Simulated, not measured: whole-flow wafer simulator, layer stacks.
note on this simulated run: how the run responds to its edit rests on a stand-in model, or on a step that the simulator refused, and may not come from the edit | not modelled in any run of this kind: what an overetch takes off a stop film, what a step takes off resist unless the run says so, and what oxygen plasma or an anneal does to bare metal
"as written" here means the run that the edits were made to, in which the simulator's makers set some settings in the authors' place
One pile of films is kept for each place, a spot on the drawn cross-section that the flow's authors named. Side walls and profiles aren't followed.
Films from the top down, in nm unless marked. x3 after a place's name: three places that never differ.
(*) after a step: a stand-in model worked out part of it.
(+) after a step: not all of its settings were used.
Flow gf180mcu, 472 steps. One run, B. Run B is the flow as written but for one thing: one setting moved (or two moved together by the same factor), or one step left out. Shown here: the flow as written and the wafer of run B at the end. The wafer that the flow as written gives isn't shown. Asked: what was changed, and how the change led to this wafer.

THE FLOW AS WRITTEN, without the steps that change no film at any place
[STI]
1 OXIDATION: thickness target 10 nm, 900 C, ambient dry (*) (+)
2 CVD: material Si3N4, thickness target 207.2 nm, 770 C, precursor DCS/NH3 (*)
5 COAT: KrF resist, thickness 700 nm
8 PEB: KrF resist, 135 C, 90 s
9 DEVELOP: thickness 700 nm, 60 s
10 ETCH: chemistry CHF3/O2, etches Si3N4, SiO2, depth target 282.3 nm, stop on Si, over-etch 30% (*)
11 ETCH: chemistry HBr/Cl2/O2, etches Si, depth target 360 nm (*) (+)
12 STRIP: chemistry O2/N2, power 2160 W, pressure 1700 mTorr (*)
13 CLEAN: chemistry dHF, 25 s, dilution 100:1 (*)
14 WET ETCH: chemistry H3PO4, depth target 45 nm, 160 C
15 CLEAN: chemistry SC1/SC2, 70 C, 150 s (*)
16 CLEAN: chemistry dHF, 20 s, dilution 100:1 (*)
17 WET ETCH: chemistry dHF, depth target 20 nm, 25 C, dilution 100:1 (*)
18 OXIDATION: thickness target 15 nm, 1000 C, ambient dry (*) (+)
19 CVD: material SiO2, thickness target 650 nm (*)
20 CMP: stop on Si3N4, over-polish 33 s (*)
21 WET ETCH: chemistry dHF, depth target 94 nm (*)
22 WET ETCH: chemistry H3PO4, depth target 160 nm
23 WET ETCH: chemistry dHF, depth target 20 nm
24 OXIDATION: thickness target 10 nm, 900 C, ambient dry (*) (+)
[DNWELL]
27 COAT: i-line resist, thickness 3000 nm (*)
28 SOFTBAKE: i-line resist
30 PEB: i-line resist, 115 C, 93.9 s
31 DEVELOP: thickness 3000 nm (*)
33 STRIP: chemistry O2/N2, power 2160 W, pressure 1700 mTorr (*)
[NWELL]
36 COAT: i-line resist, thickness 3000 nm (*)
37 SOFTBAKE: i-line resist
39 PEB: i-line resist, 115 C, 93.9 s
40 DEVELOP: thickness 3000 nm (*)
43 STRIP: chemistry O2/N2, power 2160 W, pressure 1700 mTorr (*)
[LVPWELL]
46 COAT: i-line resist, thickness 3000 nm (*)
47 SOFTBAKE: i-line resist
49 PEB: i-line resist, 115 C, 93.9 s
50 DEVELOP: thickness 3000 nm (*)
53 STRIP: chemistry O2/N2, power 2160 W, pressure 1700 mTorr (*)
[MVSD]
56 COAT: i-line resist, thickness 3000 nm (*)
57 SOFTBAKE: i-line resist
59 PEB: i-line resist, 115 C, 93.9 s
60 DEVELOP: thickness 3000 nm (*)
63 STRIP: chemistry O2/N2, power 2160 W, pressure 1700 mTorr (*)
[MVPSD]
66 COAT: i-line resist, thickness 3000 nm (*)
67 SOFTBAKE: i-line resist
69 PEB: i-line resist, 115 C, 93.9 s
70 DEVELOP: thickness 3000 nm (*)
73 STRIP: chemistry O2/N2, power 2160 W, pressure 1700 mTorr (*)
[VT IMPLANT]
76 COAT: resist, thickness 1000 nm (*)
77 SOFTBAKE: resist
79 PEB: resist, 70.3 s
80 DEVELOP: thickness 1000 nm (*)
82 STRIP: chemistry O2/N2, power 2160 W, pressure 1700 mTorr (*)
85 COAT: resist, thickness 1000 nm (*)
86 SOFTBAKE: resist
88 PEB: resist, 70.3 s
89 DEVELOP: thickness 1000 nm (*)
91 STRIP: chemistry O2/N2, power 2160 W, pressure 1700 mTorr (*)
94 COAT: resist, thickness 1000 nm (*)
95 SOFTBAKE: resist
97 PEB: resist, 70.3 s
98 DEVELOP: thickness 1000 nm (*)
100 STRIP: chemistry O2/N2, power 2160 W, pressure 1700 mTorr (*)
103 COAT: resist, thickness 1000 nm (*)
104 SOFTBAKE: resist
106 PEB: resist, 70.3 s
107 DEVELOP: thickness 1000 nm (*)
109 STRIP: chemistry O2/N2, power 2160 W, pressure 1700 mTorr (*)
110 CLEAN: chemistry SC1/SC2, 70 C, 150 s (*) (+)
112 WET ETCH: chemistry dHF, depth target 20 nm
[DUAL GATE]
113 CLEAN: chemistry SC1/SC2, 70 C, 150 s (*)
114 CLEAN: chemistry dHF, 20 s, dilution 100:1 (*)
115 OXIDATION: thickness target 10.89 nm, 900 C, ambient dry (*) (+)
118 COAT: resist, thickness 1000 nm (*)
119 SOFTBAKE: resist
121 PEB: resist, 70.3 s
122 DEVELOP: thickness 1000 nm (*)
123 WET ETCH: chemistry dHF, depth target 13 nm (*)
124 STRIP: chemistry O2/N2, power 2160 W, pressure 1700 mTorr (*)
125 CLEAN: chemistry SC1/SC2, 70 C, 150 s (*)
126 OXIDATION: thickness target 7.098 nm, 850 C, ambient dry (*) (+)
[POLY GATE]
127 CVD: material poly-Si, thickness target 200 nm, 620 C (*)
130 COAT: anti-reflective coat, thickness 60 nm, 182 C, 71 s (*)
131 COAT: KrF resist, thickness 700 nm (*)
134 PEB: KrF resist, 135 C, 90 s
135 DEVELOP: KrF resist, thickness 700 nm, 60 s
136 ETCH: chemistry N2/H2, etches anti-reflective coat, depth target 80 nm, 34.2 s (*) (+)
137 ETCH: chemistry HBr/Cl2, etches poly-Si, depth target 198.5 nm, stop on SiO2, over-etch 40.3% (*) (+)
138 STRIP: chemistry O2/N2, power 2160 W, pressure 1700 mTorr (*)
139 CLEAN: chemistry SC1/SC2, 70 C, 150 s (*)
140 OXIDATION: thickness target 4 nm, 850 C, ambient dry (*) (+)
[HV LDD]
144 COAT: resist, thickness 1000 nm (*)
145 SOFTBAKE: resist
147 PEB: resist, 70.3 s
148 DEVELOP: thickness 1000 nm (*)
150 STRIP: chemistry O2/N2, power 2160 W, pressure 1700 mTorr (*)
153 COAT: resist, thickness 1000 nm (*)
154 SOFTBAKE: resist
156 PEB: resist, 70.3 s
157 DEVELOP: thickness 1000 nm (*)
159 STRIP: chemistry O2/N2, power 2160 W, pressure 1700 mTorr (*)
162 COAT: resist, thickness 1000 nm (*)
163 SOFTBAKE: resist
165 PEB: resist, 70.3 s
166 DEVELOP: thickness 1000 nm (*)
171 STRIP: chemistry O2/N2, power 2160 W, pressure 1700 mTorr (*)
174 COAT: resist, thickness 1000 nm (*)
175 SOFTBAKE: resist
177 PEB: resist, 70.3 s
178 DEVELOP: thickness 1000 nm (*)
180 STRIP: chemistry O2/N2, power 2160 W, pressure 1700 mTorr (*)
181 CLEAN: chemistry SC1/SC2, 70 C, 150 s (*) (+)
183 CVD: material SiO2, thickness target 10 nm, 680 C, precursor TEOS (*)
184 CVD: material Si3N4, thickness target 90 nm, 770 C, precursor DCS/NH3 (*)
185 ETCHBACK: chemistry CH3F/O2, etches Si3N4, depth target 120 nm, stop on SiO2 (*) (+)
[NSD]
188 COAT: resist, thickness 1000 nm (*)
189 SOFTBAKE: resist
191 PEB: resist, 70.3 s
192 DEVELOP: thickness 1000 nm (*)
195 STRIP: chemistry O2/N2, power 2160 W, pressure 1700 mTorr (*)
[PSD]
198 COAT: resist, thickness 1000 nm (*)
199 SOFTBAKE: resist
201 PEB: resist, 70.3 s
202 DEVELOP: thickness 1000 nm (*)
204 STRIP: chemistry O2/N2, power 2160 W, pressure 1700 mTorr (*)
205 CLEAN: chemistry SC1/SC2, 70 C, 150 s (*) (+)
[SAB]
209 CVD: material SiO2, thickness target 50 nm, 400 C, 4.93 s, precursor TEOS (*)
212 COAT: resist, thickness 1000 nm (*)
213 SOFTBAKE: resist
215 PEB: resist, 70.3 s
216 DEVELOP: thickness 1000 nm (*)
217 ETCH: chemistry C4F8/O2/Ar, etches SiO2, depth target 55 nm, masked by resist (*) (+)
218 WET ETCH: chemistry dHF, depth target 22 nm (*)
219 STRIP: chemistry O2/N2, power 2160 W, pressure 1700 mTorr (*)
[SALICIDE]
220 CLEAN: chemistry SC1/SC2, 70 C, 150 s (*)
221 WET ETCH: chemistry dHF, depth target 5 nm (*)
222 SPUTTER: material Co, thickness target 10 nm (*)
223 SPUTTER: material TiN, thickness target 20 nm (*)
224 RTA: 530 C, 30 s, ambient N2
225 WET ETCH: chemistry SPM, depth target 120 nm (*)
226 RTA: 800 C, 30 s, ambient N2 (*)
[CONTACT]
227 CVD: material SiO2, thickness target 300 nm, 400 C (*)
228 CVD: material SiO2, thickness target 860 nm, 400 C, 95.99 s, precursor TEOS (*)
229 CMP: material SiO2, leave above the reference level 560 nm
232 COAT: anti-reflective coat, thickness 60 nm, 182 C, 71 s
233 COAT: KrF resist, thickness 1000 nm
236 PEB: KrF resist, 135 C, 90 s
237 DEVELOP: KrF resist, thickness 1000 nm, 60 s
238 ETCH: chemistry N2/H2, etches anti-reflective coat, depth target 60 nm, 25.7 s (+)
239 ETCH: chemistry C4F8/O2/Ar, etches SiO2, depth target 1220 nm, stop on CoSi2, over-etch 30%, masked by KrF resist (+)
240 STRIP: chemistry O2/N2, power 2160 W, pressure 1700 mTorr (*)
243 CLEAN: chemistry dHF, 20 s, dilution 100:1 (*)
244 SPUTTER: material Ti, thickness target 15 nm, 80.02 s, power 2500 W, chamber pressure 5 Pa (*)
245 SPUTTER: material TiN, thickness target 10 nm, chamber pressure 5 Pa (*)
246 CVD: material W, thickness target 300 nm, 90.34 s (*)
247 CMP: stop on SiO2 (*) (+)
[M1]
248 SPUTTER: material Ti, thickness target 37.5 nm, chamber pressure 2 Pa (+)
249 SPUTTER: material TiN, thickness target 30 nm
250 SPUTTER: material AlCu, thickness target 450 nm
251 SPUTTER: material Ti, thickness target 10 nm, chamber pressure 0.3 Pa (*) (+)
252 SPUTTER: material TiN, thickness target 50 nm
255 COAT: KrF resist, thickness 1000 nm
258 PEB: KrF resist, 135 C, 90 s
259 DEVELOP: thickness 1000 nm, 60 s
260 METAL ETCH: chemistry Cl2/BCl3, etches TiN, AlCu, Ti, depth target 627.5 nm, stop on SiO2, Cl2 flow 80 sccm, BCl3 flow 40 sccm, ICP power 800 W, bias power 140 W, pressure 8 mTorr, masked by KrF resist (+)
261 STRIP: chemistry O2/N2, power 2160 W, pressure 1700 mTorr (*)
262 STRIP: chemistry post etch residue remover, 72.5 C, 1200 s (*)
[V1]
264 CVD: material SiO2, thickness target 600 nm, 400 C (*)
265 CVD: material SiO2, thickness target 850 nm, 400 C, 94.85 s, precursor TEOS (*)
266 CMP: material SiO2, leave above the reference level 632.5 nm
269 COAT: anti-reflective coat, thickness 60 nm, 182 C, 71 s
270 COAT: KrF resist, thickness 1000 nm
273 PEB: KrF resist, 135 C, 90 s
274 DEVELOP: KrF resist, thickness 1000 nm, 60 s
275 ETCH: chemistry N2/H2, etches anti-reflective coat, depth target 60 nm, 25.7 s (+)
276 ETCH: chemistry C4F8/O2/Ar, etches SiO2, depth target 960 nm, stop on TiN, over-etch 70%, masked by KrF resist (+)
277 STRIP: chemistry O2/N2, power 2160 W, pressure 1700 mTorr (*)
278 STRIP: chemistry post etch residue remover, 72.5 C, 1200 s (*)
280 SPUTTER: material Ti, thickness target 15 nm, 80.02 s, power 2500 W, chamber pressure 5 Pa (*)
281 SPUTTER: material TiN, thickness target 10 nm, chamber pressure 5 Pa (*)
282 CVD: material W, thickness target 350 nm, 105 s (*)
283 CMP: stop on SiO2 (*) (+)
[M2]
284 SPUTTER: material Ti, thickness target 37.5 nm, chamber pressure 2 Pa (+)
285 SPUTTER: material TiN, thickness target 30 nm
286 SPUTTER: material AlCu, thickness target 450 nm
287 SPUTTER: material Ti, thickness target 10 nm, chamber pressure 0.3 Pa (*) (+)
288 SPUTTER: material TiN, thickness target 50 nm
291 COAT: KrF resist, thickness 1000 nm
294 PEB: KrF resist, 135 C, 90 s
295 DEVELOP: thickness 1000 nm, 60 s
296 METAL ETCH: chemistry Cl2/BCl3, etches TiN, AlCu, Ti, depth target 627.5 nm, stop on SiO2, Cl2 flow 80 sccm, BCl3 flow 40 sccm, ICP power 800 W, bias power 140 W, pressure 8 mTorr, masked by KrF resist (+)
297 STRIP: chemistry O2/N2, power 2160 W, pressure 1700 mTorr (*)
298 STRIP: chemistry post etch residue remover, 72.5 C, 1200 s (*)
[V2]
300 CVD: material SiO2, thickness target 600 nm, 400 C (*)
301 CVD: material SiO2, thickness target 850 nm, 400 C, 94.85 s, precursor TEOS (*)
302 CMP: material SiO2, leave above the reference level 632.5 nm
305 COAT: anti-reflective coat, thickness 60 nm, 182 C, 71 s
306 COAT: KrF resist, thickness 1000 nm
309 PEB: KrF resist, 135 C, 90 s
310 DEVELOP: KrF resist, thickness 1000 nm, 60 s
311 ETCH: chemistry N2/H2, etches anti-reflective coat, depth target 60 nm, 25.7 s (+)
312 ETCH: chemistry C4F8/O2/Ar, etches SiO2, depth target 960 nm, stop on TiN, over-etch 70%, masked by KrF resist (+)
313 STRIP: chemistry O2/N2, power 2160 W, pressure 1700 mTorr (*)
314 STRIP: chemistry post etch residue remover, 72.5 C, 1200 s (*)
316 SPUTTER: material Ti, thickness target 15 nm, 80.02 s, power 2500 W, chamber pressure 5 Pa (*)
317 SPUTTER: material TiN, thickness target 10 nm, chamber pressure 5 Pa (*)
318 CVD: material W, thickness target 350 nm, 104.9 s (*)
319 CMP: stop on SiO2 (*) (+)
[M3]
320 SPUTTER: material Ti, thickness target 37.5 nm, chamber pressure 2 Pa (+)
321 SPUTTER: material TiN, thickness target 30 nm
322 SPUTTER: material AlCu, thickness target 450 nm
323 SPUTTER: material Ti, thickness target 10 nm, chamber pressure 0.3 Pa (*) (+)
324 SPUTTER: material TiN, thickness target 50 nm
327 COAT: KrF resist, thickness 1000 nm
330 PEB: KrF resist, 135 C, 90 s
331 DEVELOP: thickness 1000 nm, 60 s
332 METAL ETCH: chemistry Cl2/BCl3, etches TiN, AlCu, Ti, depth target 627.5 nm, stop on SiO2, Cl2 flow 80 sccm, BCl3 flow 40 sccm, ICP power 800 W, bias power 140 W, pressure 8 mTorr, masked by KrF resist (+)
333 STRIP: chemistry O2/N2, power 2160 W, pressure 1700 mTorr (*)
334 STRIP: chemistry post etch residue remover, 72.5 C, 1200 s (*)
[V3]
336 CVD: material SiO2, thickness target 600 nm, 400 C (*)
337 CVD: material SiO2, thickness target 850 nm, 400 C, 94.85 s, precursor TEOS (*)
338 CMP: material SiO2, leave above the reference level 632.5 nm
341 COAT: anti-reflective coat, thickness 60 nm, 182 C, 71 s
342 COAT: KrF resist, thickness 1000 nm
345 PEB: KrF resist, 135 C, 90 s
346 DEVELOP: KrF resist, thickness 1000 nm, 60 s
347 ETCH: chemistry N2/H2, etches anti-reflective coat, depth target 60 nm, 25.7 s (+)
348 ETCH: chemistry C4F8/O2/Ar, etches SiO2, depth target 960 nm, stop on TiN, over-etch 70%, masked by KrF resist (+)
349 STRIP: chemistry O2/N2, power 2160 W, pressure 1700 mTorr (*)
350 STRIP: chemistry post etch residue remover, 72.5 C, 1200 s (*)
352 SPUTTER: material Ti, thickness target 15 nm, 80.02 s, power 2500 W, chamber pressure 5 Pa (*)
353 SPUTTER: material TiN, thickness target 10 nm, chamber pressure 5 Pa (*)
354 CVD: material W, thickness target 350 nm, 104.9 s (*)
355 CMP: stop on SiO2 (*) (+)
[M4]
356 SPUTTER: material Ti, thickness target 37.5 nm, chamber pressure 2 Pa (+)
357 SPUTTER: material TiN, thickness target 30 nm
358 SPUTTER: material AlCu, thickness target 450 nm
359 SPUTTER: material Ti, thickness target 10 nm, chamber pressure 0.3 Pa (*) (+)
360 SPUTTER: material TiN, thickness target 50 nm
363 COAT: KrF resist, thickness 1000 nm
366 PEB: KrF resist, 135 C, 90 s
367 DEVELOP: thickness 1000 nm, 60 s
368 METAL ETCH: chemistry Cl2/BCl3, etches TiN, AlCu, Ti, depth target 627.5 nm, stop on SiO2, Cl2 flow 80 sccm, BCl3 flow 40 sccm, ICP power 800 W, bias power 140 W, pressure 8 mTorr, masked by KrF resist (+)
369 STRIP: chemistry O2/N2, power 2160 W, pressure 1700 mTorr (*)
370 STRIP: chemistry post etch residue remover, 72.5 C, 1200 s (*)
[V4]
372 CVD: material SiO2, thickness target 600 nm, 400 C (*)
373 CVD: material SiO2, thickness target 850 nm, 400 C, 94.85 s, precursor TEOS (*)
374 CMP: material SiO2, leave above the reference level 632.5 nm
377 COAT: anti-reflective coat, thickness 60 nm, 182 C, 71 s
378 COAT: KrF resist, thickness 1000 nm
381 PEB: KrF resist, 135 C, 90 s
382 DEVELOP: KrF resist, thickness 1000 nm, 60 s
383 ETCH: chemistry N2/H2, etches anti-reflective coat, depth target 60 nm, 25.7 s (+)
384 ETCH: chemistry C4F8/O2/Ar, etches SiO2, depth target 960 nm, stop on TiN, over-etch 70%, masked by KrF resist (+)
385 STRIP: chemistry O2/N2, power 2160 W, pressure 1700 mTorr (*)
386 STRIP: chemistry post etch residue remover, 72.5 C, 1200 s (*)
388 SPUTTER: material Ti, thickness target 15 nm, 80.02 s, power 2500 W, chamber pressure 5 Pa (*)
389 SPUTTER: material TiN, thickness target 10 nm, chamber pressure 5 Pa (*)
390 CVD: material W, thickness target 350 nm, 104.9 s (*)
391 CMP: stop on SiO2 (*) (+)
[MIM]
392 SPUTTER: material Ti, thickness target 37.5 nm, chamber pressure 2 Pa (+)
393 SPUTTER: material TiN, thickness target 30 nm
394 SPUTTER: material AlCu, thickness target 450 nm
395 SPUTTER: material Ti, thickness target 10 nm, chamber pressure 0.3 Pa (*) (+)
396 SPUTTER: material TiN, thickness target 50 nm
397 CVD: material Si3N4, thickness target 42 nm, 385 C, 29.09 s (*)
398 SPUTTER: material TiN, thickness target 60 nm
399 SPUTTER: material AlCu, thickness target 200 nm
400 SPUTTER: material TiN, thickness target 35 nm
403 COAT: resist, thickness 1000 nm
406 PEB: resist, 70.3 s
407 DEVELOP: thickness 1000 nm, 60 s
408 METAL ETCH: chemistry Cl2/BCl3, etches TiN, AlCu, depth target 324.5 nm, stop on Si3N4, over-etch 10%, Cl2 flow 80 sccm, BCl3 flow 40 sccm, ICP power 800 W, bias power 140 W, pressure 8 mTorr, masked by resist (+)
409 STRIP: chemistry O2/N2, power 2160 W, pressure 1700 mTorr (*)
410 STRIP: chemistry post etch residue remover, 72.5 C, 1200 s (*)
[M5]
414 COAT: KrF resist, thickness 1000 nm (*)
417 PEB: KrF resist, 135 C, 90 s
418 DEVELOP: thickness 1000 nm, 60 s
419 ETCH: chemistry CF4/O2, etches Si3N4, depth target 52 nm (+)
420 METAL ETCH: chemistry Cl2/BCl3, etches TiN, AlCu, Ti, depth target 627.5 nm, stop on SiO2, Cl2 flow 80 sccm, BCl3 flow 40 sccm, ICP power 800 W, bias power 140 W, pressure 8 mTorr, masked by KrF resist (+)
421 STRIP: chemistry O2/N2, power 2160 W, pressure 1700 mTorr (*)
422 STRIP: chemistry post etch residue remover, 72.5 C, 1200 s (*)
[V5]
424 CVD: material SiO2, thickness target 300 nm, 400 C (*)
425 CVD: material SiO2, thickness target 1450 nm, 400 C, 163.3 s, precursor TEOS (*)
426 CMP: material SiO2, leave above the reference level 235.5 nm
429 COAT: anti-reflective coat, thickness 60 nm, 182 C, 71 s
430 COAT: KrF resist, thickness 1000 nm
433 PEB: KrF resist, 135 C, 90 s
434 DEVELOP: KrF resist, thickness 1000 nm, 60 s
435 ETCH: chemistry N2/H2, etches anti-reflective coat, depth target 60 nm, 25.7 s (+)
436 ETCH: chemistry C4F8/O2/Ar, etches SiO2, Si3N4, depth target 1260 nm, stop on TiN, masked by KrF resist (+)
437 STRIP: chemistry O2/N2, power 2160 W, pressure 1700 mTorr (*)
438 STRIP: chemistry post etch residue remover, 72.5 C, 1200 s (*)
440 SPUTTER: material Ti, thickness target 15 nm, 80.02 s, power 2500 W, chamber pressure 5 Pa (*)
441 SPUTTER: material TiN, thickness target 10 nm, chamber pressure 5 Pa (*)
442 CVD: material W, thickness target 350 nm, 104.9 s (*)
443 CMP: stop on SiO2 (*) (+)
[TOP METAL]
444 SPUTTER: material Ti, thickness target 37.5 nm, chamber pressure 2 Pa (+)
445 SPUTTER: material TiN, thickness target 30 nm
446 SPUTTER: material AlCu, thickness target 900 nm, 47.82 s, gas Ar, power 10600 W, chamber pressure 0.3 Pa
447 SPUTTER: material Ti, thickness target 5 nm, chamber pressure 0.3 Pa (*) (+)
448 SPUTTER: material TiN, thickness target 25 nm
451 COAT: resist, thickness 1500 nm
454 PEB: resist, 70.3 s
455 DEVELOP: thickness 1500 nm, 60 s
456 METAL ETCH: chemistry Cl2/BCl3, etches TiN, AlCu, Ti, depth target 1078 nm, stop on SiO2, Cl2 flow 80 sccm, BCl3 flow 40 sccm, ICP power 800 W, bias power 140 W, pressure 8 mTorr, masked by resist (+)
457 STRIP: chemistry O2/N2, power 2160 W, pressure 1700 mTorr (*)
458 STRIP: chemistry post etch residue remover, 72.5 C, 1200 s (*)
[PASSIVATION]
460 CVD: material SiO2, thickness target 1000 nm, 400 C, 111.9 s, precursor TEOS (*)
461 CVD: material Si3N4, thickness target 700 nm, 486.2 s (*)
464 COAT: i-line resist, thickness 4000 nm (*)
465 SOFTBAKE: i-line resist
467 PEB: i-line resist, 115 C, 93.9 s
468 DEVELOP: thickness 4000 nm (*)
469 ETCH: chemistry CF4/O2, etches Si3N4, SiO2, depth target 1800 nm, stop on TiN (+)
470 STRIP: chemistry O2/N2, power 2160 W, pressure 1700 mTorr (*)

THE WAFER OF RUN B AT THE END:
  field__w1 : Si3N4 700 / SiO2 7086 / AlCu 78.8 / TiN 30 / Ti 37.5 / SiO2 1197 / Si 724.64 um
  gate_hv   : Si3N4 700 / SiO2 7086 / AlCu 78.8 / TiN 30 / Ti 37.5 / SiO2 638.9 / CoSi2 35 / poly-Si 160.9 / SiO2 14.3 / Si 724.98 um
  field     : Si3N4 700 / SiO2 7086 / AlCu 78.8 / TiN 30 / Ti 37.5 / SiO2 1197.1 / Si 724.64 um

The cause: step 250, SPUTTER: thickness target 652 nm was run, where the flow has thickness target 450 nm.

How the change led to this, step by step:
  250 SPUTTER: material AlCu, thickness target 450 nm
      field, field__w1, field__w2 and 108 more: AlCu +652 (new film) (as written it would be: AlCu +450 (new film))
  260 METAL ETCH: chemistry Cl2/BCl3, etches TiN, AlCu, Ti, depth target 627.5 nm, stop on SiO2, Cl2 flow 80 sccm, BCl3 flow 40 sccm, ICP power 800 W, bias power 140 W, pressure 8 mTorr, masked by KrF resist (+)
      field, field__w1, field__w2 and 99 more: TiN -50 (all of it), Ti -10 (all of it), AlCu -567.5 (as written it would be: TiN -50 (all of it), Ti -10 (all of it), AlCu -450 (all of it), TiN -30 (all of it), Ti -37.5 (all of it))
  262 STRIP: chemistry post etch residue remover, 72.5 C, 1200 s (*)
      field, field__w1, field__w2 and 99 more: AlCu -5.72 (as written it would be: nothing)
  264 CVD: material SiO2, thickness target 600 nm, 400 C (*)
      field, field__w1, field__w2 and 99 more: SiO2 +600 (new film) (as written it would be: SiO2 +600)
  266 CMP: material SiO2, leave above the reference level 632.5 nm
      field, field__w1, field__w2 and 99 more: SiO2 -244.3 (as written it would be: SiO2 -300)
Counting metal films that touch as one body, field__w1 has 1 body; the flow as written gives 0 bodies.
Counting metal films that touch as one body, gate_hv has 2 bodies (between them, from the top down: SiO2 638.9); the flow as written gives 1 body.
Counting metal films that touch as one body, field has 1 body; the flow as written gives 0 bodies.
